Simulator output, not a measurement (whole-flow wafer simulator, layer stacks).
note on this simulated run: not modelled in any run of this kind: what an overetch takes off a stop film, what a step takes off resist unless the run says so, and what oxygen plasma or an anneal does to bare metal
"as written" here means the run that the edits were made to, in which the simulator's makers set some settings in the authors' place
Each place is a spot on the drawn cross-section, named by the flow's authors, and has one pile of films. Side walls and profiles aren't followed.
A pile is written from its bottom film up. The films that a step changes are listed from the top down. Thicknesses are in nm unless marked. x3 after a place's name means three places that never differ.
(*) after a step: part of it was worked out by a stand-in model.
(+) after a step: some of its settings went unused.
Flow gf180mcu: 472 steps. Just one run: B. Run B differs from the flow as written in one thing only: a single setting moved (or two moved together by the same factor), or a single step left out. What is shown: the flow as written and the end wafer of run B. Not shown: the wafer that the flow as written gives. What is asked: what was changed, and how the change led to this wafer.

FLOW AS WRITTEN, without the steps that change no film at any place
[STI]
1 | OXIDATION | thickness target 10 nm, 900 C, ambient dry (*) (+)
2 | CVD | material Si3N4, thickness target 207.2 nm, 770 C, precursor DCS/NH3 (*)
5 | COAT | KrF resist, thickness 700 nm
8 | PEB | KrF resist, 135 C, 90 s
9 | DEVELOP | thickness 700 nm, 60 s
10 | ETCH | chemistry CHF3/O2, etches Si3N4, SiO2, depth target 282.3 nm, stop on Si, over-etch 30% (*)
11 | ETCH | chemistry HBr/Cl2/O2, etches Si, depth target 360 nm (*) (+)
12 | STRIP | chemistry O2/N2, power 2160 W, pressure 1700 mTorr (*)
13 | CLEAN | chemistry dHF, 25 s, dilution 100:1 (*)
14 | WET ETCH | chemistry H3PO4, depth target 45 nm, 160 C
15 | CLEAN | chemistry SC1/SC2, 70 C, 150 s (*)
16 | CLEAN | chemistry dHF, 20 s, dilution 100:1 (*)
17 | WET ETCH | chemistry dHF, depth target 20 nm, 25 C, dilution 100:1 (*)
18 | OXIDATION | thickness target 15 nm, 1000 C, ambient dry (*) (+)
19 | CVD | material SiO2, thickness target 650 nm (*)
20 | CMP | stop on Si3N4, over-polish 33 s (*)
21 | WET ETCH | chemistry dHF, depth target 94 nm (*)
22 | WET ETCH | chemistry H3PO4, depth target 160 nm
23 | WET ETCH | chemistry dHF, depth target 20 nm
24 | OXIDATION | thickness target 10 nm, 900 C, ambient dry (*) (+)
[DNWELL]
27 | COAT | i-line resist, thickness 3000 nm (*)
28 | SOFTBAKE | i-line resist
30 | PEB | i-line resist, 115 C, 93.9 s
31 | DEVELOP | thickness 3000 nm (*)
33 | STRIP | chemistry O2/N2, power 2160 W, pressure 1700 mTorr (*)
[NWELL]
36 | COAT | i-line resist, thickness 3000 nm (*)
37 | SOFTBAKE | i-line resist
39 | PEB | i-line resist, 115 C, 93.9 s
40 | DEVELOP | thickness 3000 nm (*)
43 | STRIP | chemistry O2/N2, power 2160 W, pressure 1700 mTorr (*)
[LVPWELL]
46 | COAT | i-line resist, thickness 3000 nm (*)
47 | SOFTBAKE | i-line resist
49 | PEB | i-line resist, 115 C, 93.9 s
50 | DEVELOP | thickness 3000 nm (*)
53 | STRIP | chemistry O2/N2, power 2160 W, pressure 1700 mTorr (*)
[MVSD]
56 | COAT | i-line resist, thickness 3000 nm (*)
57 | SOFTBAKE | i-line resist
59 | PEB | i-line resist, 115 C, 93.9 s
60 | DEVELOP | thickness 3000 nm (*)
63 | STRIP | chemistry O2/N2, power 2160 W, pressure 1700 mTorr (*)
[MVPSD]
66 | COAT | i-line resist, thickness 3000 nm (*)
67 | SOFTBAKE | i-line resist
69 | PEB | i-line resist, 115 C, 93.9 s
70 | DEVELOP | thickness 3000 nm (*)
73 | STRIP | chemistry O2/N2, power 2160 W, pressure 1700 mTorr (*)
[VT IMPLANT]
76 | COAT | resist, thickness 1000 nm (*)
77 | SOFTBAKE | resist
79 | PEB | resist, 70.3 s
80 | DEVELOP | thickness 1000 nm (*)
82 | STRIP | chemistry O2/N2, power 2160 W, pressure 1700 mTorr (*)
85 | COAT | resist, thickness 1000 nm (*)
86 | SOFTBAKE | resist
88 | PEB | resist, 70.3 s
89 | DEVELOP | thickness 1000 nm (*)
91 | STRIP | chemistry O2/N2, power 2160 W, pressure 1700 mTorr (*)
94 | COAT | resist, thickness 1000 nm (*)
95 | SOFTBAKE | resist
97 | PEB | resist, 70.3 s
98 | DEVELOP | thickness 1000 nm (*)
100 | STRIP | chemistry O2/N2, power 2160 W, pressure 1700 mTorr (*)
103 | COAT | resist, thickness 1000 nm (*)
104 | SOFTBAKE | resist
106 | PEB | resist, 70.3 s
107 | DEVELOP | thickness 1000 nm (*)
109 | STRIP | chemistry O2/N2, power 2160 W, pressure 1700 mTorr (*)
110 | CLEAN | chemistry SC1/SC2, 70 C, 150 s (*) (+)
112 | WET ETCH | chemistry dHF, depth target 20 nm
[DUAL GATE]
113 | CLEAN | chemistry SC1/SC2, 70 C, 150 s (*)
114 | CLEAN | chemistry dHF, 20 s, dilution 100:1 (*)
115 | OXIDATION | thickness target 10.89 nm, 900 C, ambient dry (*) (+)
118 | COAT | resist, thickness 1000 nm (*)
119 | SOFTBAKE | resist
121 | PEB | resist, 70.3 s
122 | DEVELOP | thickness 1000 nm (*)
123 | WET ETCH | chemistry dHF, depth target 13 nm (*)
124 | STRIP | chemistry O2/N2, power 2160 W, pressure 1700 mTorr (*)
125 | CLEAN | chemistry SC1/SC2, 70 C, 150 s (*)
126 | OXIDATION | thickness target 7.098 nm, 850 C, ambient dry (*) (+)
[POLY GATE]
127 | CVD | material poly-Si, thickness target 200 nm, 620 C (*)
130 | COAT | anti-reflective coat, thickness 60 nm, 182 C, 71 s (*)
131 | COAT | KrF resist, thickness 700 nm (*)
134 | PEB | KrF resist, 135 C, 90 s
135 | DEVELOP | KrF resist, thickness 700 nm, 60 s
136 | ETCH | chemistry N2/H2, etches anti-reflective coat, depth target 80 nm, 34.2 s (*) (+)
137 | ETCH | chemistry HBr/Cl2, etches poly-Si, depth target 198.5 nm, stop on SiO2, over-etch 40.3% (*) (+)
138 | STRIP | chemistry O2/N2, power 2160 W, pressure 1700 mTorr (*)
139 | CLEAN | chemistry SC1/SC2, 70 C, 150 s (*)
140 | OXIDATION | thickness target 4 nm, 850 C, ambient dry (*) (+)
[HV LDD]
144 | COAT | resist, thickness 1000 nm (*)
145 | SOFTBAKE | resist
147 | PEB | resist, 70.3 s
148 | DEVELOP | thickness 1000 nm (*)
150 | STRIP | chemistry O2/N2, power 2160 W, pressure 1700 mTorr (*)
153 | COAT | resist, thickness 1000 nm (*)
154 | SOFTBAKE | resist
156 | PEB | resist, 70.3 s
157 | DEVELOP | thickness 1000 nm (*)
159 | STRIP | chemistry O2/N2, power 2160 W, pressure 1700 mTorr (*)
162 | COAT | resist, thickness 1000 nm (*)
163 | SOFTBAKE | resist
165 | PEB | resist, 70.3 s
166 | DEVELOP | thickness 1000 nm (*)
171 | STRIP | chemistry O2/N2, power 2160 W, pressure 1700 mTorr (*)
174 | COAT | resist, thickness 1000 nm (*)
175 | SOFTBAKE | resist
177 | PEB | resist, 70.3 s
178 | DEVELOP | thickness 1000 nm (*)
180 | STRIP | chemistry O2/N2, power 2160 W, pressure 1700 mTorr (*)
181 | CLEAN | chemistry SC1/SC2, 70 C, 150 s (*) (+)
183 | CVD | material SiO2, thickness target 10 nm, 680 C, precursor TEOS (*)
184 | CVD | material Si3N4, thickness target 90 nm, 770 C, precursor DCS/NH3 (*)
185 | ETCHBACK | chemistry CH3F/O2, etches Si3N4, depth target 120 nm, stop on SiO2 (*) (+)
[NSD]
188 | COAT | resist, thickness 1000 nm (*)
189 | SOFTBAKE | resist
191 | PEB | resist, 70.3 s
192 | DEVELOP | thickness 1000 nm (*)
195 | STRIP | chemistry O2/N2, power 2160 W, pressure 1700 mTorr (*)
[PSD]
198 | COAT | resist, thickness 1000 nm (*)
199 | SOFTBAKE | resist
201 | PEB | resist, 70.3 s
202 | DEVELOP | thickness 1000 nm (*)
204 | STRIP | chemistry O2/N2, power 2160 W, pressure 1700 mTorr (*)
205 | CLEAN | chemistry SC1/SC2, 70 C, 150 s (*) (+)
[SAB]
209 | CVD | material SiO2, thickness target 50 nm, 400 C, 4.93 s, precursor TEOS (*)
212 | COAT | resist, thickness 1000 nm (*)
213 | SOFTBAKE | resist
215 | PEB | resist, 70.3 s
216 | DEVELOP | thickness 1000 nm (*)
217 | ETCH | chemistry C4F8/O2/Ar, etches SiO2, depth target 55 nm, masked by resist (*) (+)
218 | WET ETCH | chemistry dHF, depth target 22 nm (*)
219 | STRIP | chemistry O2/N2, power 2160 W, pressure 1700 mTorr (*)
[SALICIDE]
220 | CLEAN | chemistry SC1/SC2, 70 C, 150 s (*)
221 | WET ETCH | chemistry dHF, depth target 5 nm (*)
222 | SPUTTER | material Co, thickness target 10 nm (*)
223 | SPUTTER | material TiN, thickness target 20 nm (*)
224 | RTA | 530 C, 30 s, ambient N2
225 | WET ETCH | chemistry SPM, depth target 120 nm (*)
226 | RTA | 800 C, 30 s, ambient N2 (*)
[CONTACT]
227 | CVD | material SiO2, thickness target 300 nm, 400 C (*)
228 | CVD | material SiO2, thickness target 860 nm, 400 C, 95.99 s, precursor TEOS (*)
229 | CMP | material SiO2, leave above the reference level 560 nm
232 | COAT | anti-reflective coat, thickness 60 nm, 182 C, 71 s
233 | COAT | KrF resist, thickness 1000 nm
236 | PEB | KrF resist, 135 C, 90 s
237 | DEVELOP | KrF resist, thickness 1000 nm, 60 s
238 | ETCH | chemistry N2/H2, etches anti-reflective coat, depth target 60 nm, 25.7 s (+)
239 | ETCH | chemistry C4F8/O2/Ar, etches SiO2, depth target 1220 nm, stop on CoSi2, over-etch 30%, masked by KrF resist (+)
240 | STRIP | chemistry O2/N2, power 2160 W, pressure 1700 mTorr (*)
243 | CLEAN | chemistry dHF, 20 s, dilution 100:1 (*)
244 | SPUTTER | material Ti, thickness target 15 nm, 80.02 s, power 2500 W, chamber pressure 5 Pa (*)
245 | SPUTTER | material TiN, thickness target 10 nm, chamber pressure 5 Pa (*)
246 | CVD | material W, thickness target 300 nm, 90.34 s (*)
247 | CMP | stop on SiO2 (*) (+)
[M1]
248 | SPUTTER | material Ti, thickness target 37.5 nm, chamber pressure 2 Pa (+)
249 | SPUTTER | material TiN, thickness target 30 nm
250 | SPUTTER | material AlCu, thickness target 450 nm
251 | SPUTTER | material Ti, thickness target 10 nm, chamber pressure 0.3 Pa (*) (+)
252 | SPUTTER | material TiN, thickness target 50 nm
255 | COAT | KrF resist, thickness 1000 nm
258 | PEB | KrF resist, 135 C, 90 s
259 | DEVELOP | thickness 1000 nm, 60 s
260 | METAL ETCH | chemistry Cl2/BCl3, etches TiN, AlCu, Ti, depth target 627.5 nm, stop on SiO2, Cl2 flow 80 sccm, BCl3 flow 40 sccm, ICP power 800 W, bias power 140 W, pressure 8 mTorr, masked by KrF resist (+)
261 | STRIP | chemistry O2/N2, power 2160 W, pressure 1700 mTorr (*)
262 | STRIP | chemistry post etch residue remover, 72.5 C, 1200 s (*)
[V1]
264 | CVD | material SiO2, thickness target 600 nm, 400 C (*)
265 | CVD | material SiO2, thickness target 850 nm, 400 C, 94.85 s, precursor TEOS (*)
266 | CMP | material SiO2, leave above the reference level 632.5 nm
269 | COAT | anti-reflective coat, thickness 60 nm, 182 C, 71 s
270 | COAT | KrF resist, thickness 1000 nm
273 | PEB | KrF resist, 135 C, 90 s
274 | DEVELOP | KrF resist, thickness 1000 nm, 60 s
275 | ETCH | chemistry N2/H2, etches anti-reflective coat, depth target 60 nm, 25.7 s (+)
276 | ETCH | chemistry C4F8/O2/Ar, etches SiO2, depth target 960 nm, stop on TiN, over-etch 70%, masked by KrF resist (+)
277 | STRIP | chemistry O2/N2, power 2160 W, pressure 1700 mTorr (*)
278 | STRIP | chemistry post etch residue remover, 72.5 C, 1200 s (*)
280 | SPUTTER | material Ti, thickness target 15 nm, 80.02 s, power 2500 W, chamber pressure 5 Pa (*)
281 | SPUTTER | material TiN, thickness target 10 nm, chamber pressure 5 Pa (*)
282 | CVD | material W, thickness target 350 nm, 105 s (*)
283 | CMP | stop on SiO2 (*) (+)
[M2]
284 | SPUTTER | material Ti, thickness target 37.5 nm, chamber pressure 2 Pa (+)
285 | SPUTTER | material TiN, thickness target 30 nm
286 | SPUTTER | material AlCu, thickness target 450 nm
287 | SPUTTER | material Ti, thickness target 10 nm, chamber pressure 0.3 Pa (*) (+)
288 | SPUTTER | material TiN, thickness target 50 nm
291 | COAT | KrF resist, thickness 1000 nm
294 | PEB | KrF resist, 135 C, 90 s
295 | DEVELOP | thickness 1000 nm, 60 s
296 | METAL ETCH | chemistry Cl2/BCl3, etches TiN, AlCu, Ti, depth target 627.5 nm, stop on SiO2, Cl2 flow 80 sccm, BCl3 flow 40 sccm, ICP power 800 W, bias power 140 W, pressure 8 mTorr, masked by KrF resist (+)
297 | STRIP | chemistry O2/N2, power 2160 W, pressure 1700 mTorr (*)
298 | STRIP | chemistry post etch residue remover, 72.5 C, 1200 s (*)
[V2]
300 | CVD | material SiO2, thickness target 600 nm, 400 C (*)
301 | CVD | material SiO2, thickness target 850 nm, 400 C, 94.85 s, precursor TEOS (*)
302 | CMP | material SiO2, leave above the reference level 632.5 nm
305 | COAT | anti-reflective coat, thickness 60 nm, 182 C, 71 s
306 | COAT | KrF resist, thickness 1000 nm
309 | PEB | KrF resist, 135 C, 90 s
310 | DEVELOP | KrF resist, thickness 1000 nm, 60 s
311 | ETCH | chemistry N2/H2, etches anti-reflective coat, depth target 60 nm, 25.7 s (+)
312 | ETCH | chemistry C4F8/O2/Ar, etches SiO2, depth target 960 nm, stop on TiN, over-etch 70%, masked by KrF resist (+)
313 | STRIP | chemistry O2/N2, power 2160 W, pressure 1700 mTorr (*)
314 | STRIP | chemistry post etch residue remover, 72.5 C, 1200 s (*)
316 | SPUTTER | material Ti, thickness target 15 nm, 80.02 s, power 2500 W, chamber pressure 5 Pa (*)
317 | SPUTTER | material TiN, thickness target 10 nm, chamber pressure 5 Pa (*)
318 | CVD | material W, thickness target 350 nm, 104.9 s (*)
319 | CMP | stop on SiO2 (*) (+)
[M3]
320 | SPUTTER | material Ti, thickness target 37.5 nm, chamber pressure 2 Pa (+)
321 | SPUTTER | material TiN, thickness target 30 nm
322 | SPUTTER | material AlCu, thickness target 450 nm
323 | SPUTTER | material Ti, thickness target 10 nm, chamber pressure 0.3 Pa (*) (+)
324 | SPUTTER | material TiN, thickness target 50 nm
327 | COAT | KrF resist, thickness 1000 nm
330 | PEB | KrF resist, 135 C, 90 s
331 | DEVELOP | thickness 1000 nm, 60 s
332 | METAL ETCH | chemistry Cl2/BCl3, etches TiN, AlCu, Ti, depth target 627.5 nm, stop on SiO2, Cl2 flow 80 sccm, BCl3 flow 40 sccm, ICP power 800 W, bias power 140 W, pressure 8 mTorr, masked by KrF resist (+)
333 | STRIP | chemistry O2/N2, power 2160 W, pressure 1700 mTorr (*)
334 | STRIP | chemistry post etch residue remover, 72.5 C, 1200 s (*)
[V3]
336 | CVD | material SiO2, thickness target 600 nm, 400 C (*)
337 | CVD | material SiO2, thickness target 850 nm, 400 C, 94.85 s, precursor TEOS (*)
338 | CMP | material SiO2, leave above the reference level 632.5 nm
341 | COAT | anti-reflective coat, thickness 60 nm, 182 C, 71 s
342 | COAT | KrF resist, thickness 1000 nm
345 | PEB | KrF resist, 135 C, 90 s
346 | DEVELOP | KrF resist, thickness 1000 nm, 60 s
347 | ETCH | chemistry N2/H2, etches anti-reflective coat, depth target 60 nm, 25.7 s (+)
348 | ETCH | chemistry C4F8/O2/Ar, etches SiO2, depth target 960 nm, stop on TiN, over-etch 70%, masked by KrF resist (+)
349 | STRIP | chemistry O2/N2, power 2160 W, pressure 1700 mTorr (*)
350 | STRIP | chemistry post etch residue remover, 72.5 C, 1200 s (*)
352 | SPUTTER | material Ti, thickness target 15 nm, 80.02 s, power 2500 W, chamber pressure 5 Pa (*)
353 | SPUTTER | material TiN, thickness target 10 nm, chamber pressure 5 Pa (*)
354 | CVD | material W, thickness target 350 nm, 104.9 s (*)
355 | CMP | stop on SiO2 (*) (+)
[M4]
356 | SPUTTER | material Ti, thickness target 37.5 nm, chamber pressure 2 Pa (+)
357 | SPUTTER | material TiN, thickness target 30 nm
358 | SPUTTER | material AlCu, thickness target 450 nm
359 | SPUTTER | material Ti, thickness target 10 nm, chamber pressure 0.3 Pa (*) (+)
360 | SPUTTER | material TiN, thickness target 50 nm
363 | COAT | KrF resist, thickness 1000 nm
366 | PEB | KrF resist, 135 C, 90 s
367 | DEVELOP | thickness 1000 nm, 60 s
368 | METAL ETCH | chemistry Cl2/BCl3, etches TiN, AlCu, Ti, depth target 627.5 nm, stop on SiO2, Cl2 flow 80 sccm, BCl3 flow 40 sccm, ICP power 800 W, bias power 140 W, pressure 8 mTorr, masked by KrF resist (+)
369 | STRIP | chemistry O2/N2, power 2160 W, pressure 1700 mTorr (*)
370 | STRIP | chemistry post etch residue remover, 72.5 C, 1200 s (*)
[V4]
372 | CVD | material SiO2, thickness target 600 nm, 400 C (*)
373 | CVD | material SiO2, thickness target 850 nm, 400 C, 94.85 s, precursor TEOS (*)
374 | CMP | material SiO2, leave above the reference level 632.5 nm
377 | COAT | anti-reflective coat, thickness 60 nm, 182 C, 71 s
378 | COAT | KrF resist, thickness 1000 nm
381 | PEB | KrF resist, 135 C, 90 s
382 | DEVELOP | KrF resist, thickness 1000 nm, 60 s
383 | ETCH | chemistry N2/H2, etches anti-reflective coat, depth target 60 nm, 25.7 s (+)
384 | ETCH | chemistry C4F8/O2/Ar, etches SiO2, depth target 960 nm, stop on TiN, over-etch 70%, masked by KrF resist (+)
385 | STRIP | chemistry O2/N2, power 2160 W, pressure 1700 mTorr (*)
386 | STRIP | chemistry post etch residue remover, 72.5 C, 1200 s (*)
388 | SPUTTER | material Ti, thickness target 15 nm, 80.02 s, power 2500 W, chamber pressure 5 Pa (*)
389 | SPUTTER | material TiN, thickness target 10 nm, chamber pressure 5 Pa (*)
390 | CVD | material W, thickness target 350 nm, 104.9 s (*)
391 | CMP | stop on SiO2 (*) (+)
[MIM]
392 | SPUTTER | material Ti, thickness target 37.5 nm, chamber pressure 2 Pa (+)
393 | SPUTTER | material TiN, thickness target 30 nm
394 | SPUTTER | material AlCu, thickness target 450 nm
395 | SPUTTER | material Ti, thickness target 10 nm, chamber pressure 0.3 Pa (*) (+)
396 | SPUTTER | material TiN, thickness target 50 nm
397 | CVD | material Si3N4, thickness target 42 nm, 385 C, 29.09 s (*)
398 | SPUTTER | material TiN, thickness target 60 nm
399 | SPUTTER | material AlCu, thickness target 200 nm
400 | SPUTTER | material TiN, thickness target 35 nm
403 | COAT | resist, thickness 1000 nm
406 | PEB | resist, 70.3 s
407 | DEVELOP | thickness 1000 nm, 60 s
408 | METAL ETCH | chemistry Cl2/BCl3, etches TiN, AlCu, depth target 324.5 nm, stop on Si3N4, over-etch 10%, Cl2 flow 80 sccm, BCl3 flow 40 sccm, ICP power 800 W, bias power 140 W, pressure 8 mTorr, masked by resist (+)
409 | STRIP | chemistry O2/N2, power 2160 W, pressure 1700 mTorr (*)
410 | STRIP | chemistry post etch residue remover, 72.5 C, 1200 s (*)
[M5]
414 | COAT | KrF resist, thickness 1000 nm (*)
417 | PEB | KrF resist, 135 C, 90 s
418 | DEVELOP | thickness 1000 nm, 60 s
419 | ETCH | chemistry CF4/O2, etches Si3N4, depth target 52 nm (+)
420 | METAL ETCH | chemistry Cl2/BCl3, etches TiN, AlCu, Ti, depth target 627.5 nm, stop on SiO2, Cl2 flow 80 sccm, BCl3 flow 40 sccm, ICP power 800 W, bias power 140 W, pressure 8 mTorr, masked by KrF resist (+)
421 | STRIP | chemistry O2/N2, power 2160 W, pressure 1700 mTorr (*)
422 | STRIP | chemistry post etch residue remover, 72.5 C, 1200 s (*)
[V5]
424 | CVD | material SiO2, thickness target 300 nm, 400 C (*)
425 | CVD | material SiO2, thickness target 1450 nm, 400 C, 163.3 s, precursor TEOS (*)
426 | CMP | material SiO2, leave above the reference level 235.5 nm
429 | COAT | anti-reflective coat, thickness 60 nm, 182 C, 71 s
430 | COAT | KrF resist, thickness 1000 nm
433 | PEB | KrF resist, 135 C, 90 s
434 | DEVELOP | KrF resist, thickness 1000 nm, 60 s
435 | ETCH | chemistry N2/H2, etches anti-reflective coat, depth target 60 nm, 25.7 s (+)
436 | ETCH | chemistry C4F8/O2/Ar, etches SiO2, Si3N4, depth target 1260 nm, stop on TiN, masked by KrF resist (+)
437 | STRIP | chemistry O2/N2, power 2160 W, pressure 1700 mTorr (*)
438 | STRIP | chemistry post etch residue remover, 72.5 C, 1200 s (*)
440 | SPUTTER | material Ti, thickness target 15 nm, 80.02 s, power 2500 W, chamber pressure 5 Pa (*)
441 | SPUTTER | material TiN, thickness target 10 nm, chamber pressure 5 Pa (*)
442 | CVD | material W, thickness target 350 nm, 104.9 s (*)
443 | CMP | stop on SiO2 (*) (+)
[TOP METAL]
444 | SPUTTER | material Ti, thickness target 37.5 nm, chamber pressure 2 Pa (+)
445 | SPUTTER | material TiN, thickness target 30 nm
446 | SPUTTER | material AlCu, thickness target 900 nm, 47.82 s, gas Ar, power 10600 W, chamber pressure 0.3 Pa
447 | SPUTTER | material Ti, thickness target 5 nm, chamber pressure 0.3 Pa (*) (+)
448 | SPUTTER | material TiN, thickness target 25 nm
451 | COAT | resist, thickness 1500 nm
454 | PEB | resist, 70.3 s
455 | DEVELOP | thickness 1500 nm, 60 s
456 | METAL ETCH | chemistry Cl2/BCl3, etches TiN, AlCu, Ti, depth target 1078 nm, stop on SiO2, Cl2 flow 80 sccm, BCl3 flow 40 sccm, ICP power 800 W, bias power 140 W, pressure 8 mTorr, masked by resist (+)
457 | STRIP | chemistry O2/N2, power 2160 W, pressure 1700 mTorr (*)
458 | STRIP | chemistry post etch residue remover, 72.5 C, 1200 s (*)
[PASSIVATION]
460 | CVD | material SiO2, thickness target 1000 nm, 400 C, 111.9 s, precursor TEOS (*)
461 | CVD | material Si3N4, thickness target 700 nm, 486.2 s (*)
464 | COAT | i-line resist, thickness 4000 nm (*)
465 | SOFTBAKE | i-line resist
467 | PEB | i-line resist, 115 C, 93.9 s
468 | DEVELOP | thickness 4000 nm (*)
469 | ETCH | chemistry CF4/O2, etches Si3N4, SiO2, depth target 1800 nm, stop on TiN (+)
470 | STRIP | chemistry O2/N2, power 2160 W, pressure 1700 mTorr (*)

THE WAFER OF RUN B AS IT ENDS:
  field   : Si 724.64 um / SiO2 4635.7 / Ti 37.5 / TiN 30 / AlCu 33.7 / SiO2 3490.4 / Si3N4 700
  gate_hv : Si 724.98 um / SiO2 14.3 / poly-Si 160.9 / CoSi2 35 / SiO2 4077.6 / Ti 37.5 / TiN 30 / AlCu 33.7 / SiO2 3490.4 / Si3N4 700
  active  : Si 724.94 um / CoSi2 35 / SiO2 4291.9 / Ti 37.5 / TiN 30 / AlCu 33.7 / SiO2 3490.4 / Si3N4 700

The reason: step 368, METAL ETCH: depth target 470.6 nm was run, whereas the flow has depth target 627.5 nm.

The path from the change to this, step by step:
  368 | METAL ETCH | chemistry Cl2/BCl3, etches TiN, AlCu, Ti, depth target 627.5 nm, stop on SiO2, Cl2 flow 80 sccm, BCl3 flow 40 sccm, ICP power 800 W, bias power 140 W, pressure 8 mTorr, masked by KrF resist (+)
      field, field__w1, field__w2 and 103 more: TiN loses 50 (all of it), Ti loses 10 (all of it), AlCu loses 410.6 (in the flow as written it would be: TiN loses 50 (all of it), Ti loses 10 (all of it), AlCu loses 450 (all of it), TiN loses 30 (all of it), Ti loses 37.5 (all of it))
      field__w8, contact, m1, m1__w1, m1_nw: KrF resist loses 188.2 (in the flow as written it would be: KrF resist loses 251)
  369 | STRIP | chemistry O2/N2, power 2160 W, pressure 1700 mTorr (*)
      field__w8, contact, m1, m1__w1, m1_nw: KrF resist loses 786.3 (all of it) (in the flow as written it would be: KrF resist loses 723.5 (all of it))
  370 | STRIP | chemistry post etch residue remover, 72.5 C, 1200 s (*)
      field, field__w1, field__w2 and 103 more: AlCu loses 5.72 (in the flow as written it would be: nothing)
  372 | CVD | material SiO2, thickness target 600 nm, 400 C (*)
      field, field__w1, field__w2 and 103 more: SiO2 gains 600 (new film) (in the flow as written it would be: SiO2 gains 600)
  374 | CMP | material SiO2, leave above the reference level 632.5 nm
      field, field__w1, field__w2 and 103 more: SiO2 loses 401.2 (in the flow as written it would be: SiO2 loses 300)
If metal films that touch count as one body, field has 1 body; the flow as written gives 0 bodies.
If metal films that touch count as one body, gate_hv has 2 bodies (between them, from the top down: SiO2 4077.6); the flow as written gives 1 body.
If metal films that touch count as one body, active has 2 bodies (between them, from the top down: SiO2 4291.9); the flow as written gives 1 body.
